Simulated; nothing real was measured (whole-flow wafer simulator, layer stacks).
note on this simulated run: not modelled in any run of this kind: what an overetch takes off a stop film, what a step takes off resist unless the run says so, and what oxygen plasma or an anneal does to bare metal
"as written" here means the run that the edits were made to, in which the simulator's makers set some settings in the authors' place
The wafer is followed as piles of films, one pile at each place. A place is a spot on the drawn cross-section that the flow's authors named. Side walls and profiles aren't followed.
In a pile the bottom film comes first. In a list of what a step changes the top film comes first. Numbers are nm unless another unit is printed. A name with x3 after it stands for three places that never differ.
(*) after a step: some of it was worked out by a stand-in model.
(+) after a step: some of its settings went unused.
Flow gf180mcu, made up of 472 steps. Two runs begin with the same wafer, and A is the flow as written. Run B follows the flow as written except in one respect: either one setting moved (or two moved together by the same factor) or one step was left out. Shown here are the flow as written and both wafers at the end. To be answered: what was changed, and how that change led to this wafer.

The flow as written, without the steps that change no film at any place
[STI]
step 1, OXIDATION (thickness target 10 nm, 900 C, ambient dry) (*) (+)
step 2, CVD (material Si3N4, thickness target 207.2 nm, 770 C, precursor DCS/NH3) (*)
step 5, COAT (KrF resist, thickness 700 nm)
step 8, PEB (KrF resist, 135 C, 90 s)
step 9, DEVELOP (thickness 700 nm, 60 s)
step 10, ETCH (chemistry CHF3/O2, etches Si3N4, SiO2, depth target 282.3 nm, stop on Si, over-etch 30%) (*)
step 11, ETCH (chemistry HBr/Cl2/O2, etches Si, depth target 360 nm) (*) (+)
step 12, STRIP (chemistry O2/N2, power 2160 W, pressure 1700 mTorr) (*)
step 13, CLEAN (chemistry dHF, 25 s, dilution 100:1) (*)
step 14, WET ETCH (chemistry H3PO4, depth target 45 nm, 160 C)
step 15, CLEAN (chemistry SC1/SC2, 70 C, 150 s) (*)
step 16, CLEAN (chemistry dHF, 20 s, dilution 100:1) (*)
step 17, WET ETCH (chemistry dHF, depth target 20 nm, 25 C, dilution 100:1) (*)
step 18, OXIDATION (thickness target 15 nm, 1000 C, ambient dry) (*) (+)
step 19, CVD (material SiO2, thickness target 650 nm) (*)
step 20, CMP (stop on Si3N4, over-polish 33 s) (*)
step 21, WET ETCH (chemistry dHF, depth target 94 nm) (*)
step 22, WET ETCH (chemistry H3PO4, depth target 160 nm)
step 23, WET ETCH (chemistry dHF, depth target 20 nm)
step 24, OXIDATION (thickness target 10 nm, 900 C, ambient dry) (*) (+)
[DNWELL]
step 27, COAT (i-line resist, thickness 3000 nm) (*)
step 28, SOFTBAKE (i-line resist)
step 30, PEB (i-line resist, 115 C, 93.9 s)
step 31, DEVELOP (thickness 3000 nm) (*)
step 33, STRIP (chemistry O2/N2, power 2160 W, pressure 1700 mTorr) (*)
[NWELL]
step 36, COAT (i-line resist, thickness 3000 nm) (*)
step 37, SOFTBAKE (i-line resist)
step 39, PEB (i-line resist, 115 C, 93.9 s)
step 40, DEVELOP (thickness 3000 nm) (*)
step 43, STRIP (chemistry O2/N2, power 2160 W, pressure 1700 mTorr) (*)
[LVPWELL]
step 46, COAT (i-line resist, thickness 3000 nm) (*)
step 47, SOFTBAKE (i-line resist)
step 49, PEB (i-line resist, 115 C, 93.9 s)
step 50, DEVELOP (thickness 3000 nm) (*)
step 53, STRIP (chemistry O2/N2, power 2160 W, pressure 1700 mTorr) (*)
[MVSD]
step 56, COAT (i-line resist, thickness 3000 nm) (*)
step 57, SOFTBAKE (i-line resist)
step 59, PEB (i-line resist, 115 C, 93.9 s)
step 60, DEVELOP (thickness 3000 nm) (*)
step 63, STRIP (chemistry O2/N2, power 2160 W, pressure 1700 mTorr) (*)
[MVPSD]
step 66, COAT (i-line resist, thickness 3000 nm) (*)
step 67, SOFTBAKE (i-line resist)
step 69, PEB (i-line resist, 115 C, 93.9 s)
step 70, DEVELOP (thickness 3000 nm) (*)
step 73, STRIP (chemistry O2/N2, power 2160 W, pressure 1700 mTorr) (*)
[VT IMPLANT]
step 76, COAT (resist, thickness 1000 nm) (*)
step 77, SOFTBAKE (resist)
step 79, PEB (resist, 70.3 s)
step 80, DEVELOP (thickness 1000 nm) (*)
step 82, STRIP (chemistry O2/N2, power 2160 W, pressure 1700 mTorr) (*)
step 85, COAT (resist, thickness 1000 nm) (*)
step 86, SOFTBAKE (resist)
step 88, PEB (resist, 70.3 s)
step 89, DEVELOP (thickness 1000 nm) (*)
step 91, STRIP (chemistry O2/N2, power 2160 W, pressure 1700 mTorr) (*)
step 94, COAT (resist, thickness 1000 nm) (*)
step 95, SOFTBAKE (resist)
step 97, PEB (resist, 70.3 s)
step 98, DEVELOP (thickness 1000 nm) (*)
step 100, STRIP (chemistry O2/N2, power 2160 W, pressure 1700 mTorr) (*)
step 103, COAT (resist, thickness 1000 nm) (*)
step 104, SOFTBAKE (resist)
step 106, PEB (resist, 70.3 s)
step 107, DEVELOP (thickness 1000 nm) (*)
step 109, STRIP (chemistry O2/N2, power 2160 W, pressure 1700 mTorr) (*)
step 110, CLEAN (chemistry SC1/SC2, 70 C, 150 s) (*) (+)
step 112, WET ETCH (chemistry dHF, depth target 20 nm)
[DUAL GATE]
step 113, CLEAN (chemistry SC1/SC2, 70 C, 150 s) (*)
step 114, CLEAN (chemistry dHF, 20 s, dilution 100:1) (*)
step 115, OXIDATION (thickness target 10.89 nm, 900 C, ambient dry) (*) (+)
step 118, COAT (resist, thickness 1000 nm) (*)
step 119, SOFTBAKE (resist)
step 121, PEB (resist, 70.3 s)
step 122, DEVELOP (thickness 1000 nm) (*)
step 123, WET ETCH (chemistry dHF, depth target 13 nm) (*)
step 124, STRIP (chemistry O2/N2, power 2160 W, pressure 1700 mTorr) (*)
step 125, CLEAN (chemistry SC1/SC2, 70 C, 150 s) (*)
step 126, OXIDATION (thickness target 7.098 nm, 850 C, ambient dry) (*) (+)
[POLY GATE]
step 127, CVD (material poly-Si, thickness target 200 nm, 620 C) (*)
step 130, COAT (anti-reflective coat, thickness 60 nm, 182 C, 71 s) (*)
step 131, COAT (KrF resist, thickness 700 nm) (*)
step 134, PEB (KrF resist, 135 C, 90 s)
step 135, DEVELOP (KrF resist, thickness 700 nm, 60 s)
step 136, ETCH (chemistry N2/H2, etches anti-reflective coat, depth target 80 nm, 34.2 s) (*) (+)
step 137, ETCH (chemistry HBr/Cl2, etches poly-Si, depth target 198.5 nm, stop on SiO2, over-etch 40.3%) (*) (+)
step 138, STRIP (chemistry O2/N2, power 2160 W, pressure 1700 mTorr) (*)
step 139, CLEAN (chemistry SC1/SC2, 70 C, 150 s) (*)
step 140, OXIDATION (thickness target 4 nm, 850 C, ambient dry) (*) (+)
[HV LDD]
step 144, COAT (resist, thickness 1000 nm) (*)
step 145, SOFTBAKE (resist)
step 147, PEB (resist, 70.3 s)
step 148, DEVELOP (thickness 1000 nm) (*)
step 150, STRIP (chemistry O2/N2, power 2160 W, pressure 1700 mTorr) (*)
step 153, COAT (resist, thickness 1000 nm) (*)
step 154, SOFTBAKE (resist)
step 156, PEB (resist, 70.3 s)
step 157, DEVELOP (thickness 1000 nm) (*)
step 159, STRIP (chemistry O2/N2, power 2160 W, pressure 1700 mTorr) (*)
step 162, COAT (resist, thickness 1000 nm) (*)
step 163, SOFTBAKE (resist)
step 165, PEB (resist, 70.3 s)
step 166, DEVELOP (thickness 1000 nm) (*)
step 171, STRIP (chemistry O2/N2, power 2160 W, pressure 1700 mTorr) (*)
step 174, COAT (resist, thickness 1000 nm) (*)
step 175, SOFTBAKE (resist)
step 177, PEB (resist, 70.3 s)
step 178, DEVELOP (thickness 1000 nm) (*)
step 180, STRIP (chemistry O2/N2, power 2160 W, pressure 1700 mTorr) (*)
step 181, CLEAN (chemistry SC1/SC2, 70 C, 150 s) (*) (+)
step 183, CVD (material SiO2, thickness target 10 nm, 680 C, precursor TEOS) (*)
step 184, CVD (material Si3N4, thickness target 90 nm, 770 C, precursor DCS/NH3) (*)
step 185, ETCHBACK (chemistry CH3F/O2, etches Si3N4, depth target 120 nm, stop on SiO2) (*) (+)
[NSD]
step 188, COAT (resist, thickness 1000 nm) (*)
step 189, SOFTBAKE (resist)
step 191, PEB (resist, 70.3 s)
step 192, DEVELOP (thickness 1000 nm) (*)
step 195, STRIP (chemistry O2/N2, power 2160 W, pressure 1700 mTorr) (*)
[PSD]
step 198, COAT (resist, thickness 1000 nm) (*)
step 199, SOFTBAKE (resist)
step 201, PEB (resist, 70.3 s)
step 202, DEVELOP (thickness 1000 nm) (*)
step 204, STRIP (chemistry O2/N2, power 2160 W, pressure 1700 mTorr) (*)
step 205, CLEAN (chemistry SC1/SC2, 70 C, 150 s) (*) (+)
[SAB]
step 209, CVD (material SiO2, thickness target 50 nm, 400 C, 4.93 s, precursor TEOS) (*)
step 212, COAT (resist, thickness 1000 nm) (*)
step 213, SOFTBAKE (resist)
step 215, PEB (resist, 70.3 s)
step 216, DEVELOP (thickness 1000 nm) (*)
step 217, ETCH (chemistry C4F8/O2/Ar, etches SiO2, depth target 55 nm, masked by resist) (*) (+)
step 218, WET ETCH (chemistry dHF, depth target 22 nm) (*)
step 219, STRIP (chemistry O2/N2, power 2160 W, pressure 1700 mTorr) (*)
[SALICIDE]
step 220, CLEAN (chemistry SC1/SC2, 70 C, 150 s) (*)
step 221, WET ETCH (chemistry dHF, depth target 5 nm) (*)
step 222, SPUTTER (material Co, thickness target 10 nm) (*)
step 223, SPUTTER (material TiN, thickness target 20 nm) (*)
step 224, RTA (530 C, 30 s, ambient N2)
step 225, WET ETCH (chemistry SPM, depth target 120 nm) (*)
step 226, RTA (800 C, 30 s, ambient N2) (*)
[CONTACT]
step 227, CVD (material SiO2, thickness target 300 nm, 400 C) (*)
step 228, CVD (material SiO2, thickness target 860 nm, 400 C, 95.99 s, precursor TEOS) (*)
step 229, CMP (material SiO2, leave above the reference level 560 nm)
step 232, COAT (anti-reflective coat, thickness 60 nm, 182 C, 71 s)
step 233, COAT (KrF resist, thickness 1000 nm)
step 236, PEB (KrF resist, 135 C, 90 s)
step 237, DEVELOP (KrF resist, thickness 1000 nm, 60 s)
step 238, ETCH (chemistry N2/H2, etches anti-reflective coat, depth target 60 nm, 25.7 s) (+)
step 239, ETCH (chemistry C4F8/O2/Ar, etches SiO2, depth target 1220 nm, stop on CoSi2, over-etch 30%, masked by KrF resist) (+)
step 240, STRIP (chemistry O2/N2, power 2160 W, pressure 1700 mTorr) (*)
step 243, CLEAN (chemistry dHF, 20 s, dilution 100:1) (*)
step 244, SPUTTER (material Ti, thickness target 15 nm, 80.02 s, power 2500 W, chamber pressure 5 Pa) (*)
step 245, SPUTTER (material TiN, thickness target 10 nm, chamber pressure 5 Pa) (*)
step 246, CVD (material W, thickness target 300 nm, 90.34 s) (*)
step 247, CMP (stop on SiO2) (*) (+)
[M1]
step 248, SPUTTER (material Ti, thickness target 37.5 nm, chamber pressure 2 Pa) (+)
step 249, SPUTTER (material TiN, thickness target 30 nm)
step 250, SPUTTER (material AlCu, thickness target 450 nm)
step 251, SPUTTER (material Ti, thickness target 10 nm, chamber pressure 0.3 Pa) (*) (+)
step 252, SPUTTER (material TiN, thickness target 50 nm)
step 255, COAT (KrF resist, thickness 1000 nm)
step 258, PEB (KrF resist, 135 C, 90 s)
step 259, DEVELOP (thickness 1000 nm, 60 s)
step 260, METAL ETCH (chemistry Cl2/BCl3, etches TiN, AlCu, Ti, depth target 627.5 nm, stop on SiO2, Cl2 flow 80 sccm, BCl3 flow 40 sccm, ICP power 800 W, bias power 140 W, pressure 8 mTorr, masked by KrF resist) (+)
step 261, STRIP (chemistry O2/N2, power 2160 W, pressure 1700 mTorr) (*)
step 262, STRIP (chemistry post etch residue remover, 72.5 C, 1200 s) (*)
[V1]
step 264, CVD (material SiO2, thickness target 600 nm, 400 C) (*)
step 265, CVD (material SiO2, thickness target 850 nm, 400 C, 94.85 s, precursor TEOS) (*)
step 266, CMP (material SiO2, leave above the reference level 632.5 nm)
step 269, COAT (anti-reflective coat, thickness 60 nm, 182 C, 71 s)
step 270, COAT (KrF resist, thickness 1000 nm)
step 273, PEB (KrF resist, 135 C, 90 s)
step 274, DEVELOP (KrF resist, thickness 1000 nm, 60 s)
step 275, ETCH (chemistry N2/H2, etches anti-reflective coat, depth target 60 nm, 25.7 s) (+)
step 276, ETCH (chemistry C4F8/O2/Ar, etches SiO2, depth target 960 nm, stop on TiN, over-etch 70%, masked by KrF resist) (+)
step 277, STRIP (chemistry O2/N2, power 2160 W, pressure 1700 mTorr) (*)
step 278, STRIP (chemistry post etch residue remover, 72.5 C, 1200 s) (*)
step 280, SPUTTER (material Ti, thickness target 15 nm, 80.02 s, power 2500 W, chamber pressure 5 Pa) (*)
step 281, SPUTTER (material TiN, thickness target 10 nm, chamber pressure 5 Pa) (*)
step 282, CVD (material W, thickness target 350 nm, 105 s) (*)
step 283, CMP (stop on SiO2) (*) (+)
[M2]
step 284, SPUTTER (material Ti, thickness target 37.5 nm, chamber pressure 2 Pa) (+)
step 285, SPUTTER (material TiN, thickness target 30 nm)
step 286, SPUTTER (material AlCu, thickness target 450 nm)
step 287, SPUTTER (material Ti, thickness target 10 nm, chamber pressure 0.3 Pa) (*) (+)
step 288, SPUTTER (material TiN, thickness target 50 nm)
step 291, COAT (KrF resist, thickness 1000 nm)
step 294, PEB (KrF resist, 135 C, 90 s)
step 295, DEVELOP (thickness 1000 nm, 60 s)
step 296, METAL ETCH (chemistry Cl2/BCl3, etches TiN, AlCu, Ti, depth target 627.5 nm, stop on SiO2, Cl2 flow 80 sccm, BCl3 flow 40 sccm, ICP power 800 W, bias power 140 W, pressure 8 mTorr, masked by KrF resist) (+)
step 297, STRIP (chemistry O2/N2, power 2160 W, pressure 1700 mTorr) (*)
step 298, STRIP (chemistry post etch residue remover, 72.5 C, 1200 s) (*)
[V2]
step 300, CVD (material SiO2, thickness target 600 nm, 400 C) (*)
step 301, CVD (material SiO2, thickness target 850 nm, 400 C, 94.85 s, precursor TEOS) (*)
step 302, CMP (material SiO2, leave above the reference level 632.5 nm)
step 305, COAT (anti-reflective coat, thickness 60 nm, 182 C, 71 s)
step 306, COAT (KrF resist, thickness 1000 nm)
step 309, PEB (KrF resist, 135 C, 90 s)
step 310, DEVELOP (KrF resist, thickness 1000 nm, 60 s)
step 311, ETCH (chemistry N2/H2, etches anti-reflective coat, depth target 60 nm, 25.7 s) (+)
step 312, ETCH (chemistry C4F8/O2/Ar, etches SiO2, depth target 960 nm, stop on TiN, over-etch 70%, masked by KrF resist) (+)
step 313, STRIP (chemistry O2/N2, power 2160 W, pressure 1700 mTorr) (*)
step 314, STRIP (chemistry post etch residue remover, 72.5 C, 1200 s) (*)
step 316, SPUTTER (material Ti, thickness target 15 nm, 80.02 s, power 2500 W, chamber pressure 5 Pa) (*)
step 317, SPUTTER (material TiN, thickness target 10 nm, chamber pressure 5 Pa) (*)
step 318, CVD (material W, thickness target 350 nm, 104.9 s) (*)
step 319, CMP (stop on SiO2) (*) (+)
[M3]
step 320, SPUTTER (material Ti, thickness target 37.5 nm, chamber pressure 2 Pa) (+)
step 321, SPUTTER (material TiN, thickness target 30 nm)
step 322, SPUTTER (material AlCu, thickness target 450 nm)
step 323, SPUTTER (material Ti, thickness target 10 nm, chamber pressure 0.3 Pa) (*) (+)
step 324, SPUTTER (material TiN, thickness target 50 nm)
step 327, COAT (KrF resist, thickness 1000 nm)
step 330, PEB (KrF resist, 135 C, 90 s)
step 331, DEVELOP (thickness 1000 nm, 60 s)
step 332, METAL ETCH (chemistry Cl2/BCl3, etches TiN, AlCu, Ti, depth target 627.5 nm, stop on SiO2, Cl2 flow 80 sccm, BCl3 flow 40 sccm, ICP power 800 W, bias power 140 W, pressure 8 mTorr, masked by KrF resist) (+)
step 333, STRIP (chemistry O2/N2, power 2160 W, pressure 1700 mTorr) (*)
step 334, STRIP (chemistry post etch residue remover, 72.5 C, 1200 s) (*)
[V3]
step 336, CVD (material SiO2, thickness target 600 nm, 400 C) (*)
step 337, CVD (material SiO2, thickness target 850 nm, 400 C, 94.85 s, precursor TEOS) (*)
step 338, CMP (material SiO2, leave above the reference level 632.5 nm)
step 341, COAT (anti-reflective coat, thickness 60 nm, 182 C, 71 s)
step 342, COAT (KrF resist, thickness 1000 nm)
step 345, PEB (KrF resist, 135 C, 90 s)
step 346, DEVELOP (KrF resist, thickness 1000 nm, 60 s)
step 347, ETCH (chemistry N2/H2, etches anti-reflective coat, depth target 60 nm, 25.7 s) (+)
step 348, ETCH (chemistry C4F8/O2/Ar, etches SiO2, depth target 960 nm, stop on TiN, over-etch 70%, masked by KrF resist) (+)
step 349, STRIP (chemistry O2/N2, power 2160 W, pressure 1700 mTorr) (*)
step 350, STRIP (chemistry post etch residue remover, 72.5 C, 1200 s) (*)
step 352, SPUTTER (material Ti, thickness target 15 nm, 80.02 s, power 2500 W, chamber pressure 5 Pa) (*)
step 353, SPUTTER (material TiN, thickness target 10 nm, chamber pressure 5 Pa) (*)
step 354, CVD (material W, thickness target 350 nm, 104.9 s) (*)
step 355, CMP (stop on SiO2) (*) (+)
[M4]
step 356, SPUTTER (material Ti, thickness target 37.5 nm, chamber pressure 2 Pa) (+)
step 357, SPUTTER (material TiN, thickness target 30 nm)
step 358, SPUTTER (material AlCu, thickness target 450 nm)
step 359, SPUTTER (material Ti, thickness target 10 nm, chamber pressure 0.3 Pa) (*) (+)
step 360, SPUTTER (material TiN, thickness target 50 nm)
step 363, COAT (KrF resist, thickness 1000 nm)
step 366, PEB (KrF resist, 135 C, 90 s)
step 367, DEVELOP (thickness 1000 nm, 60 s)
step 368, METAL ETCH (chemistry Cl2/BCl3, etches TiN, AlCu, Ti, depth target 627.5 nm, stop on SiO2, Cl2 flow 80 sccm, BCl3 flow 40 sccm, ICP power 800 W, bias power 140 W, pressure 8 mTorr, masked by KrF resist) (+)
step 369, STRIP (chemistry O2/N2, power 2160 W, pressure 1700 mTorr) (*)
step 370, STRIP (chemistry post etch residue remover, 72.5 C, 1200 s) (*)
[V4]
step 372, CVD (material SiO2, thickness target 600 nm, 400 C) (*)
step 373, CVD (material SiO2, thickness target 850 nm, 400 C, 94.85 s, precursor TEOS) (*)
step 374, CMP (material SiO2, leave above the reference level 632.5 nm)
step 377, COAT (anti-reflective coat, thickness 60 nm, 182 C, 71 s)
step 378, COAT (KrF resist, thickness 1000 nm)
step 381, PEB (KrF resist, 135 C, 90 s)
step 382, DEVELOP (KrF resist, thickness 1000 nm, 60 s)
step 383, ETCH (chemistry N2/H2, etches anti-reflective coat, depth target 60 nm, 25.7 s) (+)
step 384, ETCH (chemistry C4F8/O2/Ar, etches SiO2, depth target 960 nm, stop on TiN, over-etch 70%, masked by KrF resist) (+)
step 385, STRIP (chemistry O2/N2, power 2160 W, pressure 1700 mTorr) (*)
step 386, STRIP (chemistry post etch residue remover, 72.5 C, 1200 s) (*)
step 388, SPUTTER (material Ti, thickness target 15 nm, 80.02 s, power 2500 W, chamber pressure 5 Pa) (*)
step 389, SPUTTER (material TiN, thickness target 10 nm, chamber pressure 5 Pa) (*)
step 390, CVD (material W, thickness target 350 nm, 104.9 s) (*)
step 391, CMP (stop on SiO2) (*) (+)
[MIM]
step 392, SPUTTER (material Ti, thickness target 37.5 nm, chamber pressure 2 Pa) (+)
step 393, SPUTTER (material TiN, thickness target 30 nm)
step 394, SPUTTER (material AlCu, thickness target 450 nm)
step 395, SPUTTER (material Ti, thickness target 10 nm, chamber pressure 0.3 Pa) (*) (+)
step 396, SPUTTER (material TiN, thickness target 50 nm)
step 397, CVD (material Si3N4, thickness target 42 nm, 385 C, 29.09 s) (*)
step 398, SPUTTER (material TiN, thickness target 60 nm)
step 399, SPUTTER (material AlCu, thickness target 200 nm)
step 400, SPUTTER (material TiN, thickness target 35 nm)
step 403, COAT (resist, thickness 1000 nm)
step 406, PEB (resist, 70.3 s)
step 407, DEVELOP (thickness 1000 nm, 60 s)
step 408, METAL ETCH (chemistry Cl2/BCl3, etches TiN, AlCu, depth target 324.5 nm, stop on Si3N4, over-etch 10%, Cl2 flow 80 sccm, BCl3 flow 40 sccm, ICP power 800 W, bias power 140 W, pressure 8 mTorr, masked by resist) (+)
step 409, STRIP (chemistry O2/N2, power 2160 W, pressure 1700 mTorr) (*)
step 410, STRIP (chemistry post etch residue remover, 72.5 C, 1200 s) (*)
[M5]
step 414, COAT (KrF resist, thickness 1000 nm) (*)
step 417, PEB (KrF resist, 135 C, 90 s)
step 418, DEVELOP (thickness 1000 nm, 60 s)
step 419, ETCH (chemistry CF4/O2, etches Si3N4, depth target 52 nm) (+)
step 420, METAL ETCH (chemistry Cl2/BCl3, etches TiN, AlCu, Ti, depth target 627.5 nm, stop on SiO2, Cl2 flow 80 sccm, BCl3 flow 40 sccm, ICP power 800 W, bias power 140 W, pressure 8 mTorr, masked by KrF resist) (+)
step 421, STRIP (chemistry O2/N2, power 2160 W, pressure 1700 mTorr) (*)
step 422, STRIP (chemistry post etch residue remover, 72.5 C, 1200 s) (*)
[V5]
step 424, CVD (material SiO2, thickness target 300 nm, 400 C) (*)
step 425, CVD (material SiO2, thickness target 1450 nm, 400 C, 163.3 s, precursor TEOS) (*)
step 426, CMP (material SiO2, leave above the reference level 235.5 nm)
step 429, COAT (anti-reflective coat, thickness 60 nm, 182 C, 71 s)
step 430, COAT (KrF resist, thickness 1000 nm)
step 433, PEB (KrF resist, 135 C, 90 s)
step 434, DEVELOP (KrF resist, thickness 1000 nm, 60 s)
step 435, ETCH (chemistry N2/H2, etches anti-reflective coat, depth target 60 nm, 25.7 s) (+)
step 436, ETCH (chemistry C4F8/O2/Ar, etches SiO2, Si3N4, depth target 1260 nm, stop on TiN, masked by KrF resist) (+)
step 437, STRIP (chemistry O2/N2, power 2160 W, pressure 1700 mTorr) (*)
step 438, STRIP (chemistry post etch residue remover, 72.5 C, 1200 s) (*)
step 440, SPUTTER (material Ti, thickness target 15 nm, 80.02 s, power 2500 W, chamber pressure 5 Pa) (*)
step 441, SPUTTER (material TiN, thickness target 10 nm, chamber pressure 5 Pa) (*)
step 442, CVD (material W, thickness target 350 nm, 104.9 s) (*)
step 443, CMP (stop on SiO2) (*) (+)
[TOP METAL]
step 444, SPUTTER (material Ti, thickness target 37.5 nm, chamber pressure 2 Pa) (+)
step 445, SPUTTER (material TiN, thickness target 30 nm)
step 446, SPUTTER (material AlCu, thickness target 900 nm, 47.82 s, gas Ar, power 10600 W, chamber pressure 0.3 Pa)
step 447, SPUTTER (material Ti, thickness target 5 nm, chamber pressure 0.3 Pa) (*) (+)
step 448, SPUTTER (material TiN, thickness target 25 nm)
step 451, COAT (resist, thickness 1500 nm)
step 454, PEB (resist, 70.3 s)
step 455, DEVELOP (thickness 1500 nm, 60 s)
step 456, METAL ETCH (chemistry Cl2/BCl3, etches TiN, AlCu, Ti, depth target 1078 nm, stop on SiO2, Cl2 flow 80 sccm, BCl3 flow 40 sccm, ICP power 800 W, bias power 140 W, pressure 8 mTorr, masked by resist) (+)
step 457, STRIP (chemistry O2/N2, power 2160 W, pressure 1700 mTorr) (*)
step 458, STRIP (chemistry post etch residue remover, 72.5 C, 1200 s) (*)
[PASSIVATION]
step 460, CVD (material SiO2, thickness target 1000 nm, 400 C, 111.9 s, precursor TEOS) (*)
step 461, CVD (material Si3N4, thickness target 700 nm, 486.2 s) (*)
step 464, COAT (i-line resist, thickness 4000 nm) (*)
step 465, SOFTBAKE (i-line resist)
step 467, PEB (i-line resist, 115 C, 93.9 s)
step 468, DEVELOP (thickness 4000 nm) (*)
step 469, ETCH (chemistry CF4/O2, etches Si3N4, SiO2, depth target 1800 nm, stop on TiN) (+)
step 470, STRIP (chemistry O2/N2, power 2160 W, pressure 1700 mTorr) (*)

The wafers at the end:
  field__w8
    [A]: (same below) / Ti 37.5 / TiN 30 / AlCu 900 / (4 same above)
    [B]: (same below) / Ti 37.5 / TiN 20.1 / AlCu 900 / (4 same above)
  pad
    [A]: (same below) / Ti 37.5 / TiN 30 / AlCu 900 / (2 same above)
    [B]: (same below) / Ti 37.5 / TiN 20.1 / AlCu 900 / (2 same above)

What caused this: step 445, SPUTTER: thickness target 20.1 nm was run, whereas the flow has thickness target 30 nm.
The wafer itself shows it: field__w8 has TiN 20.1, and step 445 as written asks for 30 nm.

Step by step, how the change led to this:
  step 445, SPUTTER (material TiN, thickness target 30 nm)
      field, field__w1, field__w2 and 109 more: A +30 TiN (new film) | B +20.1 TiN (new film)
  step 456, METAL ETCH (chemistry Cl2/BCl3, etches TiN, AlCu, Ti, depth target 1078 nm, stop on SiO2, Cl2 flow 80 sccm, BCl3 flow 40 sccm, ICP power 800 W, bias power 140 W, pressure 8 mTorr, masked by resist) (+)
      field, field__w1, field__w2 and 103 more: A -25 TiN (all of it), -5 Ti (all of it), -900 AlCu (all of it), -30 TiN (all of it), -37.5 Ti (all of it) | B -25 TiN (all of it), -5 Ti (all of it), -900 AlCu (all of it), -20.1 TiN (all of it), -37.5 Ti (all of it)
